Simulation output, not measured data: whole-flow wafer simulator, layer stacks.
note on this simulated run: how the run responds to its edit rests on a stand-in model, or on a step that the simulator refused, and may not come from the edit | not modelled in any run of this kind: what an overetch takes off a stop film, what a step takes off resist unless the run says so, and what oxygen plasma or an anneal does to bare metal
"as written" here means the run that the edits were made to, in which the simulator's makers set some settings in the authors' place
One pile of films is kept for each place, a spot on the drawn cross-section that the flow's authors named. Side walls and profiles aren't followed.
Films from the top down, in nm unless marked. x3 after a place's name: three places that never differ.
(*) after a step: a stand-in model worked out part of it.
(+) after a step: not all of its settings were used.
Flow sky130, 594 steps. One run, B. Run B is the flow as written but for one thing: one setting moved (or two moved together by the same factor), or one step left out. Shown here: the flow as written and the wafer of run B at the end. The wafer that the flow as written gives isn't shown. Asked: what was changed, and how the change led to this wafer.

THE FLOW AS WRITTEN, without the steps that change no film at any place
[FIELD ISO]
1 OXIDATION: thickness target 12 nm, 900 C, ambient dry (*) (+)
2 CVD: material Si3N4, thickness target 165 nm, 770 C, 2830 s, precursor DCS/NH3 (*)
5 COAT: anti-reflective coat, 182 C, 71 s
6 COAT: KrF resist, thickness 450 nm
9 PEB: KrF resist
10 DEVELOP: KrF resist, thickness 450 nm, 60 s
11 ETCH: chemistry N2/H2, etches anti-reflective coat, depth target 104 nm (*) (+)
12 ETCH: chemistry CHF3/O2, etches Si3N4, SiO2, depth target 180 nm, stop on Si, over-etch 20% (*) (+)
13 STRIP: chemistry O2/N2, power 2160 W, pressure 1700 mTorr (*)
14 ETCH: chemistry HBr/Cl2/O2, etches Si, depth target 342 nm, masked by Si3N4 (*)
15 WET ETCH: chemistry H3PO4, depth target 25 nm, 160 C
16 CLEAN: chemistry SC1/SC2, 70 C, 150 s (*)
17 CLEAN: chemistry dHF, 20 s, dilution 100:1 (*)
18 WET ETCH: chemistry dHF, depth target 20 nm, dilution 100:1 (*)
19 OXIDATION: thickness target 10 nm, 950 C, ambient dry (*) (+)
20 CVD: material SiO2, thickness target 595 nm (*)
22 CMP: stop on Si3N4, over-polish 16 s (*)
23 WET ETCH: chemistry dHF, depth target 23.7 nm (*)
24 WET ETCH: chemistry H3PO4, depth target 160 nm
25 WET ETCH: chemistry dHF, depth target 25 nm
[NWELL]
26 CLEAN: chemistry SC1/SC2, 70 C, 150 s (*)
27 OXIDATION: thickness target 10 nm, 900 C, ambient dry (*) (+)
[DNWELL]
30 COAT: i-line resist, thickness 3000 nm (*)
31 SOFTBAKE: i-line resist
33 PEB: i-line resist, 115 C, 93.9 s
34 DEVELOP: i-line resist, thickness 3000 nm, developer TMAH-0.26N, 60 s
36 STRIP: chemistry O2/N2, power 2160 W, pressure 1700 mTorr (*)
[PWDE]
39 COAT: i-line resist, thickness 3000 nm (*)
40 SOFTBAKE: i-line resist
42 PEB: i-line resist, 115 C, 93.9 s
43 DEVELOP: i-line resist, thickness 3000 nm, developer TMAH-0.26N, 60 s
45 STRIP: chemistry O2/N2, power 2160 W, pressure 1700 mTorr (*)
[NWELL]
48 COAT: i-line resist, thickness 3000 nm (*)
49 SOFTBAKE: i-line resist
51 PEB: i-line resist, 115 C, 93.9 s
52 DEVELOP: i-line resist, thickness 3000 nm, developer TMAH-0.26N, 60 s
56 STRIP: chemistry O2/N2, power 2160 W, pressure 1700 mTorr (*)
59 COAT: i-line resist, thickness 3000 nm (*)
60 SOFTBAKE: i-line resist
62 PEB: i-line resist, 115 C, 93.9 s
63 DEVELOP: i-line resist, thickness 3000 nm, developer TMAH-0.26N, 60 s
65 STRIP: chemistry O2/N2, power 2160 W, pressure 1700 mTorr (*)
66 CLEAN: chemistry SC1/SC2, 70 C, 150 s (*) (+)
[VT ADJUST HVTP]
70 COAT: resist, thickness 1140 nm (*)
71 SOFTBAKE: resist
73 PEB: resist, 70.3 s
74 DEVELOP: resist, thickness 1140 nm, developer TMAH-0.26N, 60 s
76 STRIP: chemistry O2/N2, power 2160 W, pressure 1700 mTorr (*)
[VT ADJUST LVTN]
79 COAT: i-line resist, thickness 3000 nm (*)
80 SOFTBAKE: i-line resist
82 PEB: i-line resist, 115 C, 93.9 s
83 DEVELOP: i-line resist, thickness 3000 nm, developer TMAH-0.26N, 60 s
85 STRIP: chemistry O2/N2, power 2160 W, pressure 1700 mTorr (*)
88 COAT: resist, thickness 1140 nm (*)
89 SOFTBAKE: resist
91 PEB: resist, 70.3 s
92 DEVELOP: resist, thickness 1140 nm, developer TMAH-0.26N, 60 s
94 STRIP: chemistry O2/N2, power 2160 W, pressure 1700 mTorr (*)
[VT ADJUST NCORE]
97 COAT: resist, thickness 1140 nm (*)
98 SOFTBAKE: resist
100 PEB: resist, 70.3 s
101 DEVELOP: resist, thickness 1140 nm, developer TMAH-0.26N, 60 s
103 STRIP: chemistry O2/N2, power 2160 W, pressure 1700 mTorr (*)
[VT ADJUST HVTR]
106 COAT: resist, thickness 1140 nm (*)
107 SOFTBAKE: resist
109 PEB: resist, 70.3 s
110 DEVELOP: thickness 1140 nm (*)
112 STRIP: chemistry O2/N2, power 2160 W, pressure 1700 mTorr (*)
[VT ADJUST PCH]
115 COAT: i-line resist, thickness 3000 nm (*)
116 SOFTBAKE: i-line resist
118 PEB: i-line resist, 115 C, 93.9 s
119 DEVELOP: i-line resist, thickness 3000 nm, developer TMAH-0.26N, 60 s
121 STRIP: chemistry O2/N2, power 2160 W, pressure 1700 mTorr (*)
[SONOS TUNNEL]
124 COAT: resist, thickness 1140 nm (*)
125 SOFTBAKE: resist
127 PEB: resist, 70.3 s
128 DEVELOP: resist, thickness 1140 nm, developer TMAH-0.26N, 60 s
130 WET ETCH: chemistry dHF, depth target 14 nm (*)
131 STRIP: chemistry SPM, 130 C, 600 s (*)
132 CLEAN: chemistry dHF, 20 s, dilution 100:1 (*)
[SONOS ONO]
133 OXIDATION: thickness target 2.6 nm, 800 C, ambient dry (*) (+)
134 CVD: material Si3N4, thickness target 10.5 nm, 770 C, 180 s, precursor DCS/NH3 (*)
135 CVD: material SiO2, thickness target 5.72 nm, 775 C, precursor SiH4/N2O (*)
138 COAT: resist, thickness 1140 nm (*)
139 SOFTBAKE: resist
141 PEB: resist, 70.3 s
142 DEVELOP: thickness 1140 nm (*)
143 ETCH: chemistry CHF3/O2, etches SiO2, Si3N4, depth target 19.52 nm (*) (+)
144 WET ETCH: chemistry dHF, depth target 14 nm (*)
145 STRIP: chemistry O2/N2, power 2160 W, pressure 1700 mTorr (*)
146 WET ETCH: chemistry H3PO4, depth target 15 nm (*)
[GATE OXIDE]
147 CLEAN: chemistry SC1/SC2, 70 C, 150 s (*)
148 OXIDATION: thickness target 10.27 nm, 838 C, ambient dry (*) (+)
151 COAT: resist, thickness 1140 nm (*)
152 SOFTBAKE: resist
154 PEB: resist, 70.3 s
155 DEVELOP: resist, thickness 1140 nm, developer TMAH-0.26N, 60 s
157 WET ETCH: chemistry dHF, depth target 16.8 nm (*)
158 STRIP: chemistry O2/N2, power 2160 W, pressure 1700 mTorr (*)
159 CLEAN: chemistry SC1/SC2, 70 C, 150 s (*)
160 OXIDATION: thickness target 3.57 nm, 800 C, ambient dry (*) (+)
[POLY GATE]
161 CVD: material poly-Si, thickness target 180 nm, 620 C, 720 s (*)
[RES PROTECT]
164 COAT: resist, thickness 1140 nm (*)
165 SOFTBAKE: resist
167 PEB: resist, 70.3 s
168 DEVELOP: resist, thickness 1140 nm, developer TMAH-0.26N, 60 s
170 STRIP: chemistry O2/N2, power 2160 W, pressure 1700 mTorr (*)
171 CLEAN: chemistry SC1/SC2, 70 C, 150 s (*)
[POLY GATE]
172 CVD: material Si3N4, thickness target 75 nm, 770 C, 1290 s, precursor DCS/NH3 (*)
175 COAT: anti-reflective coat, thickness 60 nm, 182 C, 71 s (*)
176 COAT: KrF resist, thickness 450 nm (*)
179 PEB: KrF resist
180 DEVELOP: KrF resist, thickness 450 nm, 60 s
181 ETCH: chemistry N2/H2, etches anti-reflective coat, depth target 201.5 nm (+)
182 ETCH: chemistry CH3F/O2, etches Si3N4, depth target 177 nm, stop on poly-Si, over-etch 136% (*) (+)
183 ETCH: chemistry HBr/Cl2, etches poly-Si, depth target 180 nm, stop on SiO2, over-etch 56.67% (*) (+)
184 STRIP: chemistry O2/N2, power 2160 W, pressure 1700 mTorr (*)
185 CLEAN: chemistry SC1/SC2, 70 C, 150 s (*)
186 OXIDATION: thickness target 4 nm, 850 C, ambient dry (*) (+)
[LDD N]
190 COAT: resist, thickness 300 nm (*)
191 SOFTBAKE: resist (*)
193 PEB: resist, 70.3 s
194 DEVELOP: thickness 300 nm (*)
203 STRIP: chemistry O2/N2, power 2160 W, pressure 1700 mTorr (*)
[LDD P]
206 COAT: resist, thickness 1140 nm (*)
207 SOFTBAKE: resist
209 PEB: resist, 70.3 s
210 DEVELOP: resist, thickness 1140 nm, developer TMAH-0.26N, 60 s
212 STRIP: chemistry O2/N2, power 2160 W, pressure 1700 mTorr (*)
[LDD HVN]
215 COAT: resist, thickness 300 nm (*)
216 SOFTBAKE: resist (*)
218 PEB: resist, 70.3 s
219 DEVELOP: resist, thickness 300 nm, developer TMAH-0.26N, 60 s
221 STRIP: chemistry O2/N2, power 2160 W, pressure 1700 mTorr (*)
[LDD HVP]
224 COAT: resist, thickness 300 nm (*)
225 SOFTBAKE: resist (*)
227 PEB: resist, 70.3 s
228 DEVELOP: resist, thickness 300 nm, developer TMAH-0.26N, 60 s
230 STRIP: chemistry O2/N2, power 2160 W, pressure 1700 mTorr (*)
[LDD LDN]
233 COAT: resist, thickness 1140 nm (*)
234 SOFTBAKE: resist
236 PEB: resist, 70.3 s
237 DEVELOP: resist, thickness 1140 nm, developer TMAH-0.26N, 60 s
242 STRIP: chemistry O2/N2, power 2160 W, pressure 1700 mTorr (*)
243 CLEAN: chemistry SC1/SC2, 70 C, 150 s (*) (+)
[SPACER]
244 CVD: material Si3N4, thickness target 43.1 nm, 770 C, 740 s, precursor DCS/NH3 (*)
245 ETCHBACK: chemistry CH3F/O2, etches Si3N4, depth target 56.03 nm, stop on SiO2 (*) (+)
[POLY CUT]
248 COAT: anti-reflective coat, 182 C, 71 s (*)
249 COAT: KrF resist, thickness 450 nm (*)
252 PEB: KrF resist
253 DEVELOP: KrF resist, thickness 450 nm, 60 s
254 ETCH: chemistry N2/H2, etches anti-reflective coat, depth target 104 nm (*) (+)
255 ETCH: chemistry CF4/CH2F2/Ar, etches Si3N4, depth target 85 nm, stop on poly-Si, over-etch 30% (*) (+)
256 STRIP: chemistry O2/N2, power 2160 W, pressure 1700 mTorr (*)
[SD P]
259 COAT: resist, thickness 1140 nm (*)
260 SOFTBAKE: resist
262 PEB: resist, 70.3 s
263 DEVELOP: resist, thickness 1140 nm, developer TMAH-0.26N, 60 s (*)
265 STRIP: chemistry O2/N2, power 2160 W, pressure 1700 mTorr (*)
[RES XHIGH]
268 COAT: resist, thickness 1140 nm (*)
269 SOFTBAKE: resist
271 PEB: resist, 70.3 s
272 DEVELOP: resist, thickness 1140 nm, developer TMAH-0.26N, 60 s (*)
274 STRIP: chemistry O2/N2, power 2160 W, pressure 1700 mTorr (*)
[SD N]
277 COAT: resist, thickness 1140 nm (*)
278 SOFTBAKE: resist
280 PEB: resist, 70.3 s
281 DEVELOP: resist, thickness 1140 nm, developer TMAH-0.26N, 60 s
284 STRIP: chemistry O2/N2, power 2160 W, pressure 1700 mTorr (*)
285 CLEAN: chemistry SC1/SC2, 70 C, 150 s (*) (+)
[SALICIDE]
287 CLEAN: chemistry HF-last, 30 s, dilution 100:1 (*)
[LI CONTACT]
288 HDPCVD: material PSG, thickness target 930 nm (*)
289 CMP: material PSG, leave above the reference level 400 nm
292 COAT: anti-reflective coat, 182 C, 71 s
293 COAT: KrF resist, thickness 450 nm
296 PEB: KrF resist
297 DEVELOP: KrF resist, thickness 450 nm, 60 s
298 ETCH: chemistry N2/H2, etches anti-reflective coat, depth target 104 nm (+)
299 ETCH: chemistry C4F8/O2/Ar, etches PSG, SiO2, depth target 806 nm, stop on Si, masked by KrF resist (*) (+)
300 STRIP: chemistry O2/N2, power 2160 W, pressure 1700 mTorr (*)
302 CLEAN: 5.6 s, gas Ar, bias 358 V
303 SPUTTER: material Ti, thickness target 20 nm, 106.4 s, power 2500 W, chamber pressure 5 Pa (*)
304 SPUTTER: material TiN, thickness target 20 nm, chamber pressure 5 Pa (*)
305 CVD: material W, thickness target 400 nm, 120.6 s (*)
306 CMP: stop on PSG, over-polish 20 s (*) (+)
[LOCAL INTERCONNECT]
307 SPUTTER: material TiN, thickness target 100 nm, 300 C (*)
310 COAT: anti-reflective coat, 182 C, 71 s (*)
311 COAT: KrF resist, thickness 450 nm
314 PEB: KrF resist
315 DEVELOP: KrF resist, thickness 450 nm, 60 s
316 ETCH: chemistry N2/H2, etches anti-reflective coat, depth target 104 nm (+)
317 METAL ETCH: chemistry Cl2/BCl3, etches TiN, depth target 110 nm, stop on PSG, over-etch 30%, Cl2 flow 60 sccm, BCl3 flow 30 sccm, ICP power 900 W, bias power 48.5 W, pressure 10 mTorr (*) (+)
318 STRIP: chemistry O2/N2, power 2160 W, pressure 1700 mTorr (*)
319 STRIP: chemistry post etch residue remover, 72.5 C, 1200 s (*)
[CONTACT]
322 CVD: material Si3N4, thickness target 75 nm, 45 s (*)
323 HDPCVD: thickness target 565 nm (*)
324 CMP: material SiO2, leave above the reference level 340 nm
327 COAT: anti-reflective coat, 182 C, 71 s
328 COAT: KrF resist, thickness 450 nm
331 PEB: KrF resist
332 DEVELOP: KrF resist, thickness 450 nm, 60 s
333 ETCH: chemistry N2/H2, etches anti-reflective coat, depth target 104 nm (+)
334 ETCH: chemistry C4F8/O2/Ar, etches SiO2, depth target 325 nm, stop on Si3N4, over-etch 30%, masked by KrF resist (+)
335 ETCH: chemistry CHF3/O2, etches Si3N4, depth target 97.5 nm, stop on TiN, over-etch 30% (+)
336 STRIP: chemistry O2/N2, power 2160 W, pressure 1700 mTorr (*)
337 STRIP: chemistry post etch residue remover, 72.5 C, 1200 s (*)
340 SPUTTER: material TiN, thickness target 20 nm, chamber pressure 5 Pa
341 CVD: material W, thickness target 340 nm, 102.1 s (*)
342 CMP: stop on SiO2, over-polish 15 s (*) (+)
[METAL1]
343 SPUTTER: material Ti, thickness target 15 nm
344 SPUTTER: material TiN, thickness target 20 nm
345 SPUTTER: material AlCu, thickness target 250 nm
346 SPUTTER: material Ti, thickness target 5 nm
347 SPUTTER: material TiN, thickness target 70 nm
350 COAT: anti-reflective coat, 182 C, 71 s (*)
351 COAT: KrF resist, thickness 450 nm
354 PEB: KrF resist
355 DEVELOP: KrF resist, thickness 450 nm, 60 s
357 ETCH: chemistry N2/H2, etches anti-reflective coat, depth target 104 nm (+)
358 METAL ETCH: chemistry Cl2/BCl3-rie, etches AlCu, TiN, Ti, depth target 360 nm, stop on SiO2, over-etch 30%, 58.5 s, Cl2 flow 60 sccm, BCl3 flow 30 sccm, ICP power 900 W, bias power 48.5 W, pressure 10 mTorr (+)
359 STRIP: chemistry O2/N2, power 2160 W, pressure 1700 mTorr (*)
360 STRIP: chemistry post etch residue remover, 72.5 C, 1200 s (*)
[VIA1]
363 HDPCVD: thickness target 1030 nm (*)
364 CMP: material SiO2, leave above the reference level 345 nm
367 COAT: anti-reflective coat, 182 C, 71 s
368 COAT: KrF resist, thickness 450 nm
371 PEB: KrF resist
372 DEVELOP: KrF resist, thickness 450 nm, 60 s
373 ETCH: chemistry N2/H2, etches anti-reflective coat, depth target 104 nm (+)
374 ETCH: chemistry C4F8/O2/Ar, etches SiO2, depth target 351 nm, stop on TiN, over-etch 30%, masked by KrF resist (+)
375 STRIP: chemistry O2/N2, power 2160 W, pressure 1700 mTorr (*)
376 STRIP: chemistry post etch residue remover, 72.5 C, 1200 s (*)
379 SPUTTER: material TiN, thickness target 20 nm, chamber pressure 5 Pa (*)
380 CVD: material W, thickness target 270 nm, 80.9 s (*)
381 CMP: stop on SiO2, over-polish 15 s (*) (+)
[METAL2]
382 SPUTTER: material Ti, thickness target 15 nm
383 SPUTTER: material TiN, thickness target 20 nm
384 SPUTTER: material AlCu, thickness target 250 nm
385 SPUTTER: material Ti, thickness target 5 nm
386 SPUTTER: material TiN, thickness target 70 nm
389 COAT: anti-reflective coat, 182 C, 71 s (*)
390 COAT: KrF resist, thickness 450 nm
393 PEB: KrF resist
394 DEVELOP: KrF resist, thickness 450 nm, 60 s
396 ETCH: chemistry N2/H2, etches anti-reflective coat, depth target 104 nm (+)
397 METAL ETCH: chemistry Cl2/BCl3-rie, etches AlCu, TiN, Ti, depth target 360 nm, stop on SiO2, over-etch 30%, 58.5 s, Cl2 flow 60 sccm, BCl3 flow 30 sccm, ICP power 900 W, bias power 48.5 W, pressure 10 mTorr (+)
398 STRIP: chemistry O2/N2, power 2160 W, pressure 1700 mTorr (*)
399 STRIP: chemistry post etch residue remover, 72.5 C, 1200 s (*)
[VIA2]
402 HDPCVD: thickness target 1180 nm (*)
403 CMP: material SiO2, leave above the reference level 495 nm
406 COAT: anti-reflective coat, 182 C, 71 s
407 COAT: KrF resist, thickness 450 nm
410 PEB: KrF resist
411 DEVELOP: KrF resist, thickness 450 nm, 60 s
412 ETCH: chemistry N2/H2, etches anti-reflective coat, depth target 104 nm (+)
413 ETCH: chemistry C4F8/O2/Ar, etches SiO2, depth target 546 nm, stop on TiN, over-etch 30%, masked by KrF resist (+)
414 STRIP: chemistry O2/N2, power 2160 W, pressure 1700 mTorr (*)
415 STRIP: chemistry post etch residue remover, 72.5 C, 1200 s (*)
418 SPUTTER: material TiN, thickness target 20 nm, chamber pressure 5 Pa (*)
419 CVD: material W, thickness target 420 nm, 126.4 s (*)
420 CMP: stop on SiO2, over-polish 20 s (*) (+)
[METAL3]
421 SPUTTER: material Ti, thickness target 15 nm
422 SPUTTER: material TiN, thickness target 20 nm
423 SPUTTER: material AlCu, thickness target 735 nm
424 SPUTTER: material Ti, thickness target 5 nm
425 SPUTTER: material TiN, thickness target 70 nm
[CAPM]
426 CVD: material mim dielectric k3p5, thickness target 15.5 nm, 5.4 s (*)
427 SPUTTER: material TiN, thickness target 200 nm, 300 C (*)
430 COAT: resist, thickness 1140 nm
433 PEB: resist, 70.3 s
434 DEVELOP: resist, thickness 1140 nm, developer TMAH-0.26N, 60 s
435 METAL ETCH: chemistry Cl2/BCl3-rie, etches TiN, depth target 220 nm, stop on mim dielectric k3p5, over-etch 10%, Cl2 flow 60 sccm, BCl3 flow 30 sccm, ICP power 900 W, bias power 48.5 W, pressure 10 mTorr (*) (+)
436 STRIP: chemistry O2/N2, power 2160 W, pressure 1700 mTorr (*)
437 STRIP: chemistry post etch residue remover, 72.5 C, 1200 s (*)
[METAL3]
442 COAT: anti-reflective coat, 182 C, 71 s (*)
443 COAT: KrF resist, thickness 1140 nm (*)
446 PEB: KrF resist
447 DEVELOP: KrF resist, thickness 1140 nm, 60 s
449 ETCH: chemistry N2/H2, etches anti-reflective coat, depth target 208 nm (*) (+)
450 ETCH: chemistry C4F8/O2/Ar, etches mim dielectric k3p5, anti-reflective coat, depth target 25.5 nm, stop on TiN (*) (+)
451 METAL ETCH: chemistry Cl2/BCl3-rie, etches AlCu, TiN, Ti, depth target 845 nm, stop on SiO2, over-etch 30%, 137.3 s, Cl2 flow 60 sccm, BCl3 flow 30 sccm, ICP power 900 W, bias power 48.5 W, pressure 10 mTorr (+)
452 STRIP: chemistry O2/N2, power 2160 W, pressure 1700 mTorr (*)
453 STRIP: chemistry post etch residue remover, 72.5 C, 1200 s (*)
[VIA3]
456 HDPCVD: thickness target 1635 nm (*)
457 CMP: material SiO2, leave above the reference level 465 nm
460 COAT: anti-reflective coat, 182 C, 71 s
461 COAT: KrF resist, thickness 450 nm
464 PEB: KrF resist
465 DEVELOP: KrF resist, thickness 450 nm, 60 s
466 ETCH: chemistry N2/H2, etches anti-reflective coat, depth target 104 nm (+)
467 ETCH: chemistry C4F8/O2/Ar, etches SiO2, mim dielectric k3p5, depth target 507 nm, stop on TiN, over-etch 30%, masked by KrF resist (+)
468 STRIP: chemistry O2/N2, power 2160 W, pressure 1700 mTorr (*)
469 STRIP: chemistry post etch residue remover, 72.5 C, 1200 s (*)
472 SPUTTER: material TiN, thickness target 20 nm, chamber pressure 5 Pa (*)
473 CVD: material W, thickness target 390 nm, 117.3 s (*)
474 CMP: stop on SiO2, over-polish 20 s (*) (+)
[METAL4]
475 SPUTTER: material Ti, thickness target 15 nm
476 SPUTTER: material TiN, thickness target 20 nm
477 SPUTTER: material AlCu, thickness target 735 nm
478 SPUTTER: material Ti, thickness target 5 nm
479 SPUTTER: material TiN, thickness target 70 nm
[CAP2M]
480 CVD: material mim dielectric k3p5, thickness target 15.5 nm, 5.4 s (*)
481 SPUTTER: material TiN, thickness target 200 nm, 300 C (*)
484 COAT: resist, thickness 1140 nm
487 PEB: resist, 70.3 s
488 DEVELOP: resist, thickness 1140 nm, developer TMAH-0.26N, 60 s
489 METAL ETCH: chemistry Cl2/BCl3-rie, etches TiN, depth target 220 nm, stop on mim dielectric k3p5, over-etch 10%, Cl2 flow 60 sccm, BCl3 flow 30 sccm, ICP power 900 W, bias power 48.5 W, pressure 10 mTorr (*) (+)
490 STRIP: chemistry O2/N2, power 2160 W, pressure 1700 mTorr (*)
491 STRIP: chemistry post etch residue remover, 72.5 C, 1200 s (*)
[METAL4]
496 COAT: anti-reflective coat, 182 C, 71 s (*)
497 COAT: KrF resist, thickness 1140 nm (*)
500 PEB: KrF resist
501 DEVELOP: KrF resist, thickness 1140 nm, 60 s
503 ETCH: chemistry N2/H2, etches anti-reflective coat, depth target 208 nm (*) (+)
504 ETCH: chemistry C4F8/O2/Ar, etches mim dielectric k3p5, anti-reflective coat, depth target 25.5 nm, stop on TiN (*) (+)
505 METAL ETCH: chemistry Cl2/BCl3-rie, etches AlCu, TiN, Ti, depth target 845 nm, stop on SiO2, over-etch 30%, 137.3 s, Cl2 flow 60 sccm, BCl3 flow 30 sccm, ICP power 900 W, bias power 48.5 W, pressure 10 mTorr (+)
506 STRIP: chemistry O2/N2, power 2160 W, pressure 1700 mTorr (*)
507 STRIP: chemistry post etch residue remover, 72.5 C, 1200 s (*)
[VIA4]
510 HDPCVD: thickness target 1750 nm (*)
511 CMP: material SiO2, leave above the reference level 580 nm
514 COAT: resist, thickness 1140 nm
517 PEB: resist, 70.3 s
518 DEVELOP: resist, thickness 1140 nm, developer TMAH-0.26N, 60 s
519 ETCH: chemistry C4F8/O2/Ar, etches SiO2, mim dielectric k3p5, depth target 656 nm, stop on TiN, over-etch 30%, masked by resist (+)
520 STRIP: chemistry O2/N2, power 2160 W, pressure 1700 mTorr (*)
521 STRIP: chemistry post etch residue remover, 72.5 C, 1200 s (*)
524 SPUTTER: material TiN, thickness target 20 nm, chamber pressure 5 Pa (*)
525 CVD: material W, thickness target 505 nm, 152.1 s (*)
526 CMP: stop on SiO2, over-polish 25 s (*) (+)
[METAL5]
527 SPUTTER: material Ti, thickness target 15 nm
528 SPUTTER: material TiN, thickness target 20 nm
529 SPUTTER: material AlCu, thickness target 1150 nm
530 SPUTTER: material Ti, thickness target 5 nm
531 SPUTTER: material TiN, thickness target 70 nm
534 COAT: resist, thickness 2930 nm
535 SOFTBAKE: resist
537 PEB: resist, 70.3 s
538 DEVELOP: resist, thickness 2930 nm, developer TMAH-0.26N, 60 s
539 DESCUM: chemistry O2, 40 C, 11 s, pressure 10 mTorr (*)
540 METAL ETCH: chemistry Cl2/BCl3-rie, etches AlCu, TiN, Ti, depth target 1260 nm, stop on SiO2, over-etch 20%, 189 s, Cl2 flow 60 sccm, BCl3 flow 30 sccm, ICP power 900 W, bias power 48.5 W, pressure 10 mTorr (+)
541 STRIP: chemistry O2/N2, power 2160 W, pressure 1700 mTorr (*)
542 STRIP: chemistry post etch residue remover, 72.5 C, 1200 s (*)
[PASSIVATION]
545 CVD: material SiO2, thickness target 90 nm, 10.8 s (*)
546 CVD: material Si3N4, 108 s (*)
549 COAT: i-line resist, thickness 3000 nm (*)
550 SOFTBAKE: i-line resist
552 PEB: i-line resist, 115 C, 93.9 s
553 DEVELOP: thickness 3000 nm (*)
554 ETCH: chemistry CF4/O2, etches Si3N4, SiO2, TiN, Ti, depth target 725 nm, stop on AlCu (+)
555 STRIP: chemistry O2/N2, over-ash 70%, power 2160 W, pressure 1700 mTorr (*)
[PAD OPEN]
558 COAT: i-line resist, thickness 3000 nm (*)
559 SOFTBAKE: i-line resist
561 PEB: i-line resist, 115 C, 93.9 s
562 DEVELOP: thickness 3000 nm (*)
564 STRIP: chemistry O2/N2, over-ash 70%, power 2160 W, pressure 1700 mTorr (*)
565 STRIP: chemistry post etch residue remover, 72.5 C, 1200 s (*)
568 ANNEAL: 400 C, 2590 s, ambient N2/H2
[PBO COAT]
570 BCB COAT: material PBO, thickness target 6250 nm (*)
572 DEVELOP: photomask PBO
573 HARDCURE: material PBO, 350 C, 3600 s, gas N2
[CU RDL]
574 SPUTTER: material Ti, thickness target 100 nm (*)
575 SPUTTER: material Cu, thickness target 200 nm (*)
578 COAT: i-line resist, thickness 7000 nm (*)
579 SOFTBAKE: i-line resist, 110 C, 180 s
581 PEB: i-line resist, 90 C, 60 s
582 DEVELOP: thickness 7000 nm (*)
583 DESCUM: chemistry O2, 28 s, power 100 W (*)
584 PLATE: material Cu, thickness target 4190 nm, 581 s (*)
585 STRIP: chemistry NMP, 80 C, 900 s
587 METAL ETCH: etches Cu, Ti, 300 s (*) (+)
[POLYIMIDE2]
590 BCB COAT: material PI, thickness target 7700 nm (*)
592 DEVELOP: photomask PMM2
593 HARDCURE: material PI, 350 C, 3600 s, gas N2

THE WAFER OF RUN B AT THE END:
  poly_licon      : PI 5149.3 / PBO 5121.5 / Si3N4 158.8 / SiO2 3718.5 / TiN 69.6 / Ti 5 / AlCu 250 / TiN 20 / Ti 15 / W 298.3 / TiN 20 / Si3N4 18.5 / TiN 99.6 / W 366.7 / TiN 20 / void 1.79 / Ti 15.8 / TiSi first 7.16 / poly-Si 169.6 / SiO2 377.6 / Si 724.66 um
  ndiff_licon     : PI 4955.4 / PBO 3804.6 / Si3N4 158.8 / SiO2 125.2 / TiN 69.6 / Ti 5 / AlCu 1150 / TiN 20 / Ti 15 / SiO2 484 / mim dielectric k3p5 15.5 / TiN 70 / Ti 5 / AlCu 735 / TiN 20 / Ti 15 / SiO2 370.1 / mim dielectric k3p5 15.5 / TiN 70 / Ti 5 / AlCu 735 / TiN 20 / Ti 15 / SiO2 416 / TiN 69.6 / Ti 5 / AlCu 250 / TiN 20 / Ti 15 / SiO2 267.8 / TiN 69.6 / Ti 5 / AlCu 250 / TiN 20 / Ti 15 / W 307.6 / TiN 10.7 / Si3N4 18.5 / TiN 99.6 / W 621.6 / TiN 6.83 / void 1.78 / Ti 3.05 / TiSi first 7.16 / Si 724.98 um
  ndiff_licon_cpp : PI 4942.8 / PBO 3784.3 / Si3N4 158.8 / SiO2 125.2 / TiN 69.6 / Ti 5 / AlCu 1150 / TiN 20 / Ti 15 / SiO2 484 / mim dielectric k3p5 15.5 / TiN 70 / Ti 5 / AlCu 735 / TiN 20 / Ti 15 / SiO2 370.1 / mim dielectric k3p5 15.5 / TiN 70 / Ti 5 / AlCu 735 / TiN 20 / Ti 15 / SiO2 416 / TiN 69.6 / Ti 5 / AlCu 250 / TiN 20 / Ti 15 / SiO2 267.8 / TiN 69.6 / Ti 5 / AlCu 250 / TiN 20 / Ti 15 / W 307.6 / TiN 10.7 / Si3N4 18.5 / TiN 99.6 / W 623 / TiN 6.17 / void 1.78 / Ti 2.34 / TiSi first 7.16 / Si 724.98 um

The cause: step 335, ETCH: depth target 56.1 nm was run, where the flow has depth target 97.5 nm.

How the change led to this, step by step:
  335 ETCH: chemistry CHF3/O2, etches Si3N4, depth target 97.5 nm, stop on TiN, over-etch 30% (+)
      poly_licon, ndiff_licon, ndiff_licon_cpp, rpo_hd_licon: Si3N4 -56.1 (as written it would be: Si3N4 -75 (all of it))
      field, active, n_well and 184 more: KrF resist -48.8 (as written it would be: KrF resist -84.8)
  336 STRIP: chemistry O2/N2, power 2160 W, pressure 1700 mTorr (*)
      field, active, n_well and 184 more: KrF resist -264 (all of it), anti-reflective coat -80 (all of it) (as written it would be: KrF resist -228 (all of it), anti-reflective coat -80 (all of it))
  340 SPUTTER: material TiN, thickness target 20 nm, chamber pressure 5 Pa
      ndiff_licon, ndiff_licon_cpp, rpo_hd_licon: TiN +10.7 (new film) (as written it would be: TiN +10.4)
      poly_licon: TiN +20 (new film) (as written it would be: TiN +20)
  341 CVD: material W, thickness target 340 nm, 102.1 s (*)
      ndiff_licon, ndiff_licon_cpp, rpo_hd_licon: W +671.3 (new film) (as written it would be: W +690.5 (new film))
  342 CMP: stop on SiO2, over-polish 15 s (*) (+)
      poly_licon: W -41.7 (as written it would be: W -22.8)
Counting metal films that touch as one body, poly_licon has 3 bodies (between them, from the top down: Si3N4 18.5; void 1.79); the flow as written gives 2 bodies (between them, from the top down: void 1.79).
Counting metal films that touch as one body, ndiff_licon has 7 bodies (between them, from the top down: SiO2 484 / mim dielectric k3p5 15.5; SiO2 370.1 / mim dielectric k3p5 15.5; SiO2 416; SiO2 267.8; Si3N4 18.5; void 1.78); the flow as written gives 6 bodies (between them, from the top down: SiO2 484 / mim dielectric k3p5 15.5; SiO2 370.1 / mim dielectric k3p5 15.5; SiO2 416; SiO2 267.8; void 1.78).
Counting metal films that touch as one body, ndiff_licon_cpp has 7 bodies (between them, from the top down: SiO2 484 / mim dielectric k3p5 15.5; SiO2 370.1 / mim dielectric k3p5 15.5; SiO2 416; SiO2 267.8; Si3N4 18.5; void 1.78); the flow as written gives 6 bodies (between them, from the top down: SiO2 484 / mim dielectric k3p5 15.5; SiO2 370.1 / mim dielectric k3p5 15.5; SiO2 416; SiO2 267.8; void 1.78).
